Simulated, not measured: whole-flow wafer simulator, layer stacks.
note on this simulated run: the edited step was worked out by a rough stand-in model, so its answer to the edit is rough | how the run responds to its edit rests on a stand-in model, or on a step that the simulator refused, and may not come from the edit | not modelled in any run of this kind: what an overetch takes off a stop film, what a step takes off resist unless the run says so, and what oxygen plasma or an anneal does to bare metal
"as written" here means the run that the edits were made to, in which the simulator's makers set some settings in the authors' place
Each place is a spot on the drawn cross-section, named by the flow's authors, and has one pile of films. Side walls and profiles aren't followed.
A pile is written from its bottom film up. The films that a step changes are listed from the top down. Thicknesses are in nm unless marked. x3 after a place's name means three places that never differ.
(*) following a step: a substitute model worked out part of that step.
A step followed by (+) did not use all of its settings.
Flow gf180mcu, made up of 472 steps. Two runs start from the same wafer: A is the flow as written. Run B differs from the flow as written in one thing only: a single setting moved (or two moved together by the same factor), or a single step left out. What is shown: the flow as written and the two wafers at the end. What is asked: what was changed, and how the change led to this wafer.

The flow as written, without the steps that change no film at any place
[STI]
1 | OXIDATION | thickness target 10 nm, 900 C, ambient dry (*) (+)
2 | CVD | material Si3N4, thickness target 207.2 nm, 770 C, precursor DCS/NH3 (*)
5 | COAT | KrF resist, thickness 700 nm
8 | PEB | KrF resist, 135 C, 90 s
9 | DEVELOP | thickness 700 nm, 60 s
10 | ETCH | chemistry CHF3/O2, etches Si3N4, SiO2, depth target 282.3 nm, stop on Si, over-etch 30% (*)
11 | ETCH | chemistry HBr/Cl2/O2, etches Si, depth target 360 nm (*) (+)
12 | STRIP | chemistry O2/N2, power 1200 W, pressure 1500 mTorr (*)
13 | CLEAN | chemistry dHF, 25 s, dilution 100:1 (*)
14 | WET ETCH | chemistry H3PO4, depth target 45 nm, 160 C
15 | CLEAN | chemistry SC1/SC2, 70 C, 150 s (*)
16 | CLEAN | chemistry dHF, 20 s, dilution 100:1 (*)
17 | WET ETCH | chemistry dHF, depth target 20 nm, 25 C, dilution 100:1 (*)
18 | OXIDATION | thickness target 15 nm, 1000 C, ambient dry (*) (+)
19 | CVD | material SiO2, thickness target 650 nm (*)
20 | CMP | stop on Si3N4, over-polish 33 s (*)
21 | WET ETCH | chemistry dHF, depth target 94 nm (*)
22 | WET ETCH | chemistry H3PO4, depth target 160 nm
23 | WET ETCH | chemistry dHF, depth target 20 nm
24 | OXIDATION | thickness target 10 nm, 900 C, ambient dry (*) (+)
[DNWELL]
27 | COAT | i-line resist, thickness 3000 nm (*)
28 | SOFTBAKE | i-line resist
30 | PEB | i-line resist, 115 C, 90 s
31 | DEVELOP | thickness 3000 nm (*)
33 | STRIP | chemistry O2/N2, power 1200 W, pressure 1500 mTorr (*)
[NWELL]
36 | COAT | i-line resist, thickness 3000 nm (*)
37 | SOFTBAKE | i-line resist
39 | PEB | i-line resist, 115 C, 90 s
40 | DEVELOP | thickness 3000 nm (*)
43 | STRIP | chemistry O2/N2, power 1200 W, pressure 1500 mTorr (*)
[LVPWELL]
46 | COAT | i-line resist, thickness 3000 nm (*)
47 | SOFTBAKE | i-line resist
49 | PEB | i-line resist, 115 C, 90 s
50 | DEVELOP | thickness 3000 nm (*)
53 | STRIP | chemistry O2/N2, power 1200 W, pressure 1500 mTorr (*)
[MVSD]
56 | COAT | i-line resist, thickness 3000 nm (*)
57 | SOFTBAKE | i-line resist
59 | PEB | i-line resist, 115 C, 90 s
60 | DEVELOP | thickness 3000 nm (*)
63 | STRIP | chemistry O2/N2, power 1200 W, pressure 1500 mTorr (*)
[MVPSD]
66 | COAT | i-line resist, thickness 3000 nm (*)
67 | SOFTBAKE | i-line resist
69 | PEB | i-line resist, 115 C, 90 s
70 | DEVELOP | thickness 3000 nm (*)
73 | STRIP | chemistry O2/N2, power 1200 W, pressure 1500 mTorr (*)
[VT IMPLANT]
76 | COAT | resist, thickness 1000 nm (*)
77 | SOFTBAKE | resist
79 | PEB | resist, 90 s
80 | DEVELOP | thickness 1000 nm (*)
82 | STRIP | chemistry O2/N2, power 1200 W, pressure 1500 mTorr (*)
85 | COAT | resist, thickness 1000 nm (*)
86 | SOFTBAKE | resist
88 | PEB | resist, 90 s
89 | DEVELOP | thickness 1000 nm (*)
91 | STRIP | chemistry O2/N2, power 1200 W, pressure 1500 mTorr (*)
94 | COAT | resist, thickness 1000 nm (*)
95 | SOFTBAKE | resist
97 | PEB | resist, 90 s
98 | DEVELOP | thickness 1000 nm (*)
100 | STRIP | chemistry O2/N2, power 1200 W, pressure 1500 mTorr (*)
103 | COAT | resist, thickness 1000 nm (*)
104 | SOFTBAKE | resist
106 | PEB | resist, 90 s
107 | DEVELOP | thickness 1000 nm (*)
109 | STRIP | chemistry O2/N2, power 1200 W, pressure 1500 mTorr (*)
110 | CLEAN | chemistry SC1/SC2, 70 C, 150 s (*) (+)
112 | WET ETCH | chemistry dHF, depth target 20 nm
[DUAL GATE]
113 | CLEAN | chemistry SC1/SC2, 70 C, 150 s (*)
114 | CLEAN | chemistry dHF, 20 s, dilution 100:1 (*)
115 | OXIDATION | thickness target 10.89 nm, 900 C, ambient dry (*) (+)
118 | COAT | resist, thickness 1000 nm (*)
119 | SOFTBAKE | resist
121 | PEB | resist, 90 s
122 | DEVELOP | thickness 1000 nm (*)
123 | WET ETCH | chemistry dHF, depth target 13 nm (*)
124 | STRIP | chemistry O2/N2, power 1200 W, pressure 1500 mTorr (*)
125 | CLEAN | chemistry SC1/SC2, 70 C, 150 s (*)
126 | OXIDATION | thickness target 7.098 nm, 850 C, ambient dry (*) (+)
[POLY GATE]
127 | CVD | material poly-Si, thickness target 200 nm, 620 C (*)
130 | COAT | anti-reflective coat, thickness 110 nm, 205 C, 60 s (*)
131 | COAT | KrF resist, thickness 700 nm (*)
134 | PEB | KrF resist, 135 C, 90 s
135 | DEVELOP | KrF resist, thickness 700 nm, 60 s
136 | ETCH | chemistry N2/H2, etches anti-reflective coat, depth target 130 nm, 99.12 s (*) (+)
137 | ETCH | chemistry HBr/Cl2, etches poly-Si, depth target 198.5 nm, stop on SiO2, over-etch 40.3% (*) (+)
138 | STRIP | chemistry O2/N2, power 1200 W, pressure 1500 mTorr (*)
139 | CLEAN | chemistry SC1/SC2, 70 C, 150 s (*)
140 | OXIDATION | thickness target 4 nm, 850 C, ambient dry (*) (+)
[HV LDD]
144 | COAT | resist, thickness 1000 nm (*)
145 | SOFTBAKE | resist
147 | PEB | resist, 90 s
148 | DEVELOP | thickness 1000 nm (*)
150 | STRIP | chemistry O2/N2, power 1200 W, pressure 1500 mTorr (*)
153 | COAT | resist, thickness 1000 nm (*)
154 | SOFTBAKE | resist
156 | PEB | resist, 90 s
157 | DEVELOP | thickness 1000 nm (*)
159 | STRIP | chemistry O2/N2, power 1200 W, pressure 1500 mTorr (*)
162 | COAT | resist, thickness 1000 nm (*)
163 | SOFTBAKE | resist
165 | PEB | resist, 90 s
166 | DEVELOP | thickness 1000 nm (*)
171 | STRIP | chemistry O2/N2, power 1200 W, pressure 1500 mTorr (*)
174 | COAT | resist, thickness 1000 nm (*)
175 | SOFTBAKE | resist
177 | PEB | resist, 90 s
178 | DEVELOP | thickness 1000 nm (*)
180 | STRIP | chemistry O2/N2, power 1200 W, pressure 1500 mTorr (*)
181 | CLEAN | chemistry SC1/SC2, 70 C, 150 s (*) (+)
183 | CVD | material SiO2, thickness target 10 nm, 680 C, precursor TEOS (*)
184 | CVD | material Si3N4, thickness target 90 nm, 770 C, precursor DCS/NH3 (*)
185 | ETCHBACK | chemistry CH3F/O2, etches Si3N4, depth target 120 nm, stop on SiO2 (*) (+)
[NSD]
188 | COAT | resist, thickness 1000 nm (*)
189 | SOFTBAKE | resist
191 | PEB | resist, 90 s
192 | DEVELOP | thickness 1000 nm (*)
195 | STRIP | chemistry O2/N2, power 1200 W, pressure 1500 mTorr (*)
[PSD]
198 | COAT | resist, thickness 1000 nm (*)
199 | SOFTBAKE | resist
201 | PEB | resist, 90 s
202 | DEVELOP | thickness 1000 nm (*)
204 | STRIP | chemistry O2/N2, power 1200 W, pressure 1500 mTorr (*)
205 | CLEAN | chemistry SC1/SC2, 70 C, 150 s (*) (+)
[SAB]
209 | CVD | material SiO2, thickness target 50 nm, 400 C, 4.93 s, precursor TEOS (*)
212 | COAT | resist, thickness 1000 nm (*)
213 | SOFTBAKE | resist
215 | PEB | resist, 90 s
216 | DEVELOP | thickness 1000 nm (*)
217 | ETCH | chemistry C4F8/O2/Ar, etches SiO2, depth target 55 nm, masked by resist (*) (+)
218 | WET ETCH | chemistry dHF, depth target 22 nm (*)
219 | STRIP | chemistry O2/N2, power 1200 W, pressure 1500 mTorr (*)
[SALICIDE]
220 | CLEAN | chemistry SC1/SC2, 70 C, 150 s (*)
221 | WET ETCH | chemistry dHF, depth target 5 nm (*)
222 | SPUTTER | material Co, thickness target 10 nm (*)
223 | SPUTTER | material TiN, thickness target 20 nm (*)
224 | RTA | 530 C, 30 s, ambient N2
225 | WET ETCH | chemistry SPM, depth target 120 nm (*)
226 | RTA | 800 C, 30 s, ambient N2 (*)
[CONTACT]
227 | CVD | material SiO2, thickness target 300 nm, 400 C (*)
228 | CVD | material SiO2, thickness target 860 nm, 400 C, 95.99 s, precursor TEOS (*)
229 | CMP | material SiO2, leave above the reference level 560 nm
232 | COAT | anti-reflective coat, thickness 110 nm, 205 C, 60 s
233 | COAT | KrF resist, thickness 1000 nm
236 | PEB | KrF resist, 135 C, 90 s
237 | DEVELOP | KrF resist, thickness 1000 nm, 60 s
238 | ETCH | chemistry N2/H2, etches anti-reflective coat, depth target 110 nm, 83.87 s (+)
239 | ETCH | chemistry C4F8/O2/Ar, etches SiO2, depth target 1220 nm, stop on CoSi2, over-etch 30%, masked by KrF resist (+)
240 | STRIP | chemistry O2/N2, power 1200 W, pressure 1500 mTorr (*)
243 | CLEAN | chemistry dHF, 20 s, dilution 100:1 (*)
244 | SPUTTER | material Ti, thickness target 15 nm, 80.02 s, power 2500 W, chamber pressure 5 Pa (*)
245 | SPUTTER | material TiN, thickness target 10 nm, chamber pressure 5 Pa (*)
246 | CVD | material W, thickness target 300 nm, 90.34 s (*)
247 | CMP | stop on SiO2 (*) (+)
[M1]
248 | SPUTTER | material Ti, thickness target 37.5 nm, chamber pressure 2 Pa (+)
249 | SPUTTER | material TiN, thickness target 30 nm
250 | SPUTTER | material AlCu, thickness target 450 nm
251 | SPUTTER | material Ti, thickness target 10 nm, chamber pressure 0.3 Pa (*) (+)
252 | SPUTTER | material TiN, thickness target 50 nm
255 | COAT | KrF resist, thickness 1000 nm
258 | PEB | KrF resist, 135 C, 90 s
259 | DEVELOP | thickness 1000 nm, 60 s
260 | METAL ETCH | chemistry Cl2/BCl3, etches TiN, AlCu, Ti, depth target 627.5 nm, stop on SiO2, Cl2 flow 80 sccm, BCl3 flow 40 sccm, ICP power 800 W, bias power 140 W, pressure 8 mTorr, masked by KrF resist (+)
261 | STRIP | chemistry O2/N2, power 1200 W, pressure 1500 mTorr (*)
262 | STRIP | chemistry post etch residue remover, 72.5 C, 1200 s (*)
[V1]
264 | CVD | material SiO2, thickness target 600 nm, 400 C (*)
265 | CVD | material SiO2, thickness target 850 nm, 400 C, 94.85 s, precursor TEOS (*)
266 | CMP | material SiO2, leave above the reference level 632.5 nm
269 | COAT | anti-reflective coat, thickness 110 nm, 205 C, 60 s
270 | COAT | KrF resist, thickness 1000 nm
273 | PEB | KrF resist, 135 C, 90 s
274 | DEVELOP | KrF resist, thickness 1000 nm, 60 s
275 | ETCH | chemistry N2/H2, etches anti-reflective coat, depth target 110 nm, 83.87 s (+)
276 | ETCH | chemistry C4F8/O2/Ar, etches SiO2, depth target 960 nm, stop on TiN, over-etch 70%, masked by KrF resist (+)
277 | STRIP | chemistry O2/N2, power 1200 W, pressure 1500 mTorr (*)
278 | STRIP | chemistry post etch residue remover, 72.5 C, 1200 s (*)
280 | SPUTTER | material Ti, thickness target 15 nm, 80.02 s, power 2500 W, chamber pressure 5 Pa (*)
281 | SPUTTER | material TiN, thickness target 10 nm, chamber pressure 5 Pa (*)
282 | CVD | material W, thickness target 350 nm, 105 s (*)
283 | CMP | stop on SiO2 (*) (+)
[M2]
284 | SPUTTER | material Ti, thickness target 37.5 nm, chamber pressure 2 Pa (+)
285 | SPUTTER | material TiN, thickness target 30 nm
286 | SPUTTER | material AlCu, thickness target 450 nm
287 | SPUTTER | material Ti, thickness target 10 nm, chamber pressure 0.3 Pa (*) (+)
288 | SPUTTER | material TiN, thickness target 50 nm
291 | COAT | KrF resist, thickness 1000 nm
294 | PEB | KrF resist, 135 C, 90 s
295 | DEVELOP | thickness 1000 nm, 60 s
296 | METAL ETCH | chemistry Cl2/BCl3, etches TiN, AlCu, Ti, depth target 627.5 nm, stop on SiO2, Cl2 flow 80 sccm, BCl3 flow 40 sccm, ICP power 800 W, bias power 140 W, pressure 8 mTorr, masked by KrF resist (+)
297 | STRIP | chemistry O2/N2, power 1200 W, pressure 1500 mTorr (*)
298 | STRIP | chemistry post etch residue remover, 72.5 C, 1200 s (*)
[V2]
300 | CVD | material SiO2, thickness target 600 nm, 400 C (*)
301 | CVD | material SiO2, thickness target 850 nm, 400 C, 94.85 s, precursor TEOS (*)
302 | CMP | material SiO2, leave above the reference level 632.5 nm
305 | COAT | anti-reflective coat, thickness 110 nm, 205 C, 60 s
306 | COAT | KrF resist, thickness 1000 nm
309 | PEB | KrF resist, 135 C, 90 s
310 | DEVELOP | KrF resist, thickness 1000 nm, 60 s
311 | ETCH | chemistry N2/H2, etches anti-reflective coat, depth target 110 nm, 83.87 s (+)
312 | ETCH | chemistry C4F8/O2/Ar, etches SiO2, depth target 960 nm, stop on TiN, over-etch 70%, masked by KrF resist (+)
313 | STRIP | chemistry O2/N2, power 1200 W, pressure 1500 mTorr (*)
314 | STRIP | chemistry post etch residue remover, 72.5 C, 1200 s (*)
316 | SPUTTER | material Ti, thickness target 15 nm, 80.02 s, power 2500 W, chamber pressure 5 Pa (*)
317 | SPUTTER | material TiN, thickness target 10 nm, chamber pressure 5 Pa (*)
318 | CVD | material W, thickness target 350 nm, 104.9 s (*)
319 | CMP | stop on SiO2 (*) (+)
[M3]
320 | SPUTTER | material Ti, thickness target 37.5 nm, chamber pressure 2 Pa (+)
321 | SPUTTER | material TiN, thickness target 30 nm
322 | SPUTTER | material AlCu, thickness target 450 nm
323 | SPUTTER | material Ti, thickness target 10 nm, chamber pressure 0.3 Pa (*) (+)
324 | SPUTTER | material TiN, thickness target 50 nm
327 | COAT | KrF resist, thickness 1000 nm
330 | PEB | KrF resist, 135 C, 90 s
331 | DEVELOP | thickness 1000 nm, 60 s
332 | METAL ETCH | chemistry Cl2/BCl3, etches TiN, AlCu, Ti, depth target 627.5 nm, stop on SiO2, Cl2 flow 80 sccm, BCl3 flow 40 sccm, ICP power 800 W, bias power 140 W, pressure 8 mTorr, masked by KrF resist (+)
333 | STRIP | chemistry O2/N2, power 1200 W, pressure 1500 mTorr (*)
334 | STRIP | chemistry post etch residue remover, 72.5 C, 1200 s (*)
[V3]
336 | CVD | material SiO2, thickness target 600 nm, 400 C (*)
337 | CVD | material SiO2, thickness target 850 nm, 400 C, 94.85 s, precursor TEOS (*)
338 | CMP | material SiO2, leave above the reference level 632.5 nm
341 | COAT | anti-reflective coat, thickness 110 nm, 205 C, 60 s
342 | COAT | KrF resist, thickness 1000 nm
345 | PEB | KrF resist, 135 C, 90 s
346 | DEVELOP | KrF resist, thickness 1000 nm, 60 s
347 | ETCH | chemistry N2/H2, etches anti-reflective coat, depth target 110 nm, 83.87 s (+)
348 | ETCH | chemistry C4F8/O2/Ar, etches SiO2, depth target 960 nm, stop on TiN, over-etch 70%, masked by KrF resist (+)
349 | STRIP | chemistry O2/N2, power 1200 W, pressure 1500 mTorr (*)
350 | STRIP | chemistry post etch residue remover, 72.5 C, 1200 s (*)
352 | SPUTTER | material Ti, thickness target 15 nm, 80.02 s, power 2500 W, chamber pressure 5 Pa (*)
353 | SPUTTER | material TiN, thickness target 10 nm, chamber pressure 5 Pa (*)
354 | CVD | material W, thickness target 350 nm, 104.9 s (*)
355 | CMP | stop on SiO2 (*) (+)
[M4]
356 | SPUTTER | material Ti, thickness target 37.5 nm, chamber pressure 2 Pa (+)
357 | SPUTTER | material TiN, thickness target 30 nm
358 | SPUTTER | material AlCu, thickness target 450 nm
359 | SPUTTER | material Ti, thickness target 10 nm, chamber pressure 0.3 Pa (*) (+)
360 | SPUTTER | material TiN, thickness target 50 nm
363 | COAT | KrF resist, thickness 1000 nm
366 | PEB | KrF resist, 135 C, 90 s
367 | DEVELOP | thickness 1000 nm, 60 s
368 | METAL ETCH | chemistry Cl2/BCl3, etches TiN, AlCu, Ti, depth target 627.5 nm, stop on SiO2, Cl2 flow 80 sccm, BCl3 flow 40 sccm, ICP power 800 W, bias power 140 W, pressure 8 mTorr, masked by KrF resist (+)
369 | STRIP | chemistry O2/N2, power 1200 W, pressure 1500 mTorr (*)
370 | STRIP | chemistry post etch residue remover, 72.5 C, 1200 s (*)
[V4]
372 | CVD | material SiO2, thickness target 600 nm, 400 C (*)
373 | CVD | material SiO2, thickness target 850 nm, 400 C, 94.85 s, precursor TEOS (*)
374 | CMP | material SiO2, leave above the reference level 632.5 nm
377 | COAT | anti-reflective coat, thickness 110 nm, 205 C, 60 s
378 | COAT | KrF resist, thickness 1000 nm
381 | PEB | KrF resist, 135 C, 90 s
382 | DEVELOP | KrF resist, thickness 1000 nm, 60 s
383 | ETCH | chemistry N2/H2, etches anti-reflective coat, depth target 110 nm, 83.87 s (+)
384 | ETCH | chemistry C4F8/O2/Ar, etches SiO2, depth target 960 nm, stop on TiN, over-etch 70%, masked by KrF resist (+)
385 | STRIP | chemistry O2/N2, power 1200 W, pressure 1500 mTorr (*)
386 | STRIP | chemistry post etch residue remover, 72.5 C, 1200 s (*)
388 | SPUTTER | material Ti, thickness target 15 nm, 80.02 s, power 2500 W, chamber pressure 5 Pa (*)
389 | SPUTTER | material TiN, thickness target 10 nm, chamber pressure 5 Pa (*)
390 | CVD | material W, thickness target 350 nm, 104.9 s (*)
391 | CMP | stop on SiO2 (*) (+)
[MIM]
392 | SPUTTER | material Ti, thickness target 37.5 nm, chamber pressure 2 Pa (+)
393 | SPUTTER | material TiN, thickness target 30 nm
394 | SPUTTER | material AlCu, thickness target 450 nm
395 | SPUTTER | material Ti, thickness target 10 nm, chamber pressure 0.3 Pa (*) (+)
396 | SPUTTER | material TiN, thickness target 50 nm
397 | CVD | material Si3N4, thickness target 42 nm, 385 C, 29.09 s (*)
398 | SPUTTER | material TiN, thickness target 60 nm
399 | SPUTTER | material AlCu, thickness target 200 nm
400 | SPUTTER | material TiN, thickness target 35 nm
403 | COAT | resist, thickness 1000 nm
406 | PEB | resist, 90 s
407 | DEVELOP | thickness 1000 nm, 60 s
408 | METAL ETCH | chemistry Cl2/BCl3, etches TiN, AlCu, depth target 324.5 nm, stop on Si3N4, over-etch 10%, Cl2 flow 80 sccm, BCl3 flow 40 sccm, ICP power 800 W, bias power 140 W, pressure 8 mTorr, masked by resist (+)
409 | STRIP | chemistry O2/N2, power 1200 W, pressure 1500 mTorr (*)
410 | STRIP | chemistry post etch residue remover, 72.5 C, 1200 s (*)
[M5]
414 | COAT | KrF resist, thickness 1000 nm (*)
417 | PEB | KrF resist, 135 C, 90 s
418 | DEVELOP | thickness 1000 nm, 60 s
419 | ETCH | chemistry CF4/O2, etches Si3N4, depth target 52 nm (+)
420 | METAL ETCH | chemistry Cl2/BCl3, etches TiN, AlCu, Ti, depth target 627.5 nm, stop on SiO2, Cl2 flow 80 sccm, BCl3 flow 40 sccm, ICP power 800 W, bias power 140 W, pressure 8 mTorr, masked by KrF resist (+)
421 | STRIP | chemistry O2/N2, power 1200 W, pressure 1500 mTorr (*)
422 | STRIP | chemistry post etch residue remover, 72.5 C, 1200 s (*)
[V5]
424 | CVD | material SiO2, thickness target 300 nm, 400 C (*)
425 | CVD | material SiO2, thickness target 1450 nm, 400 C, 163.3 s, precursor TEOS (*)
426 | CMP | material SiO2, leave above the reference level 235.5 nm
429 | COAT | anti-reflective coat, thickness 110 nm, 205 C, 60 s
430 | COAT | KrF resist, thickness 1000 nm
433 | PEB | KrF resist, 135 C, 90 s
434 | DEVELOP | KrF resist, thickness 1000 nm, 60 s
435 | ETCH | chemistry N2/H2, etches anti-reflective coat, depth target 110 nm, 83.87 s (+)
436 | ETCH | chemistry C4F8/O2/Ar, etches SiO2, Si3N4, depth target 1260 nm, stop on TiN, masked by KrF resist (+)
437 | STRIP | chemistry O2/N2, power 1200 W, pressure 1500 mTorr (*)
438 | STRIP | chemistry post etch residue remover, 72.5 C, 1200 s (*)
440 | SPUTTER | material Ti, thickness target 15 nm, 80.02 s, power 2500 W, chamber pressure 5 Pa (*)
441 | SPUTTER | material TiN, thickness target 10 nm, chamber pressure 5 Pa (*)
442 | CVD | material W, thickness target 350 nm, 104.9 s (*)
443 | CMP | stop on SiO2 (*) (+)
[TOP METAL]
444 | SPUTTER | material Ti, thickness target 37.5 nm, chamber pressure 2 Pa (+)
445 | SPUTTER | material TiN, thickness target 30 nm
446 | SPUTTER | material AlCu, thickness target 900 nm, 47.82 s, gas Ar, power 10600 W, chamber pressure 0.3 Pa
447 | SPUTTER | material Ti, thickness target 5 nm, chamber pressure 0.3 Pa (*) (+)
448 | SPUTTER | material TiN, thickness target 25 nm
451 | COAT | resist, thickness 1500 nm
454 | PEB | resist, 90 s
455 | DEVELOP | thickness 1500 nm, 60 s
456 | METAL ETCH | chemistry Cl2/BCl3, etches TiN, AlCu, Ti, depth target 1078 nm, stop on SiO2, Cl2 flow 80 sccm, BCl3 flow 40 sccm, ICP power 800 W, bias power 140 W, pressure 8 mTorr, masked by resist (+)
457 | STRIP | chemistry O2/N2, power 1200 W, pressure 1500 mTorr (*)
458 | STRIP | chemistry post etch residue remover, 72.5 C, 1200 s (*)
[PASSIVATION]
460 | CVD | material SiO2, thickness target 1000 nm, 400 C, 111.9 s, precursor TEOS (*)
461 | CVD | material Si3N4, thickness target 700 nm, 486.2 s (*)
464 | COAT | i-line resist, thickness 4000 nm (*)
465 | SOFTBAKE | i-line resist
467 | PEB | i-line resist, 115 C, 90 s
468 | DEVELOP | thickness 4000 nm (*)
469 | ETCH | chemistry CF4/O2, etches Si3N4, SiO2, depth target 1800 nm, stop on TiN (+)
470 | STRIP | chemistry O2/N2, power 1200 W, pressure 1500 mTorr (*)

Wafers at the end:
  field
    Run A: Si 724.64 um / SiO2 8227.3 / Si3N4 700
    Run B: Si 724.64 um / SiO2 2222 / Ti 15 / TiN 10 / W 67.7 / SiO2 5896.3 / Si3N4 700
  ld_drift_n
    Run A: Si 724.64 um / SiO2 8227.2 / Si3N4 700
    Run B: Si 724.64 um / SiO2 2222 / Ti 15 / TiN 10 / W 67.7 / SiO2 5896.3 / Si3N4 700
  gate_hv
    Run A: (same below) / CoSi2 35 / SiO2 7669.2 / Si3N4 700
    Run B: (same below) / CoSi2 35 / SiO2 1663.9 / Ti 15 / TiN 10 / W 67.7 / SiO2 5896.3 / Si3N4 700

Cause: step 265, CVD: thickness target 425 nm was run, while the flow as written has thickness target 850 nm.

How this came from the change, step by step:
  265 | CVD | material SiO2, thickness target 850 nm, 400 C, 94.85 s, precursor TEOS (*)
      field, field__w1, field__w2 and 108 more: A SiO2 gains 850 | B SiO2 gains 425
  266 | CMP | material SiO2, leave above the reference level 632.5 nm
      field, field__w1, field__w2 and 99 more: A SiO2 loses 300 | B nothing
      field__w8, contact, m1 and 6 more: A SiO2 loses 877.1 | B SiO2 loses 452.1
  269 | COAT | anti-reflective coat, thickness 110 nm, 205 C, 60 s
      active, gate_p_hv5: A anti-reflective coat gains 110 (new film) | B anti-reflective coat gains 107.7 (new film)
      field: A anti-reflective coat gains 110 (new film) | B anti-reflective coat gains 156.5 (new film)
      (and at 21 other places as well)
  270 | COAT | KrF resist, thickness 1000 nm
      field: A KrF resist gains 1000 (new film) | B KrF resist gains 976.4 (new film)
      n_well: A KrF resist gains 1000 (new film) | B KrF resist gains 979.2 (new film)
      (and at 5 other places as well)
  274 | DEVELOP | KrF resist, thickness 1000 nm, 60 s
      contact: A KrF resist loses 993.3 (all of it) | B KrF resist loses 961 (all of it)
  275 | ETCH | chemistry N2/H2, etches anti-reflective coat, depth target 110 nm, 83.87 s (+)
      contact: A anti-reflective coat loses 110 (all of it), SiO2 loses 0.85 | B anti-reflective coat loses 37.7 (all of it), SiO2 loses 2.7
  277 | STRIP | chemistry O2/N2, power 1200 W, pressure 1500 mTorr (*)
      field: A KrF resist loses 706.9 (all of it), anti-reflective coat loses 110 (all of it) | B KrF resist loses 683.5 (all of it), anti-reflective coat loses 156.5 (all of it)
      field__w1: A KrF resist loses 706.9 (all of it), anti-reflective coat loses 110 (all of it) | B KrF resist loses 715.9 (all of it), anti-reflective coat loses 107.4 (all of it)
      (and at 21 other places as well)
  280 | SPUTTER | material Ti, thickness target 15 nm, 80.02 s, power 2500 W, chamber pressure 5 Pa (*)
      contact: A Ti gains 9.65 (new film) | B Ti gains 10.4 (new film)
  282 | CVD | material W, thickness target 350 nm, 105 s (*)
      contact: A W gains 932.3 (new film) | B W gains 806 (new film)
  283 | CMP | stop on SiO2 (*) (+)
      field, field__w1, field__w2 and 99 more: A W loses 350 (all of it), TiN loses 10 (all of it), Ti loses 15 (all of it), SiO2 loses 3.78 | B W loses 270
      field__w8, m1, m1__w1, polyc_n, polyc_n_rim, polyc_p, polyc_p_rim, m1_nw: A W loses 350 (all of it), TiN loses 10 (all of it), Ti loses 15 (all of it), SiO2 loses 3.78 | B W loses 350 (all of it), TiN loses 10 (all of it), Ti loses 15 (all of it), SiO2 loses 20
      (and at 1 other place as well)
  296 | METAL ETCH | chemistry Cl2/BCl3, etches TiN, AlCu, Ti, depth target 627.5 nm, stop on SiO2, Cl2 flow 80 sccm, BCl3 flow 40 sccm, ICP power 800 W, bias power 140 W, pressure 8 mTorr, masked by KrF resist (+)
      field, field__w1, field__w2 and 99 more: A TiN loses 50 (all of it), Ti loses 10 (all of it), AlCu loses 450 (all of it), TiN loses 30 (all of it), Ti loses 37.5 (all of it) | B TiN loses 50 (all of it), Ti loses 10 (all of it), AlCu loses 450 (all of it), TiN loses 30 (all of it), Ti loses 37.5 (all of it), W loses 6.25
  298 | STRIP | chemistry post etch residue remover, 72.5 C, 1200 s (*)
      field, field__w1, field__w2 and 99 more: A nothing | B W loses 6.01
  300 | CVD | material SiO2, thickness target 600 nm, 400 C (*)
      field, field__w1, field__w2 and 99 more: A SiO2 gains 600 | B SiO2 gains 600 (new film)
  302 | CMP | material SiO2, leave above the reference level 632.5 nm
      field, field__w1, field__w2 and 99 more: A SiO2 loses 300 | B SiO2 loses 287.7
Taking metal films that touch as one body, field has 1 body; the flow as written gives 0 bodies.
Taking metal films that touch as one body, ld_drift_n has 1 body; the flow as written gives 0 bodies.
Taking metal films that touch as one body, gate_hv has 2 bodies (between them, from the top down: SiO2 1663.9); the flow as written gives 1 body.
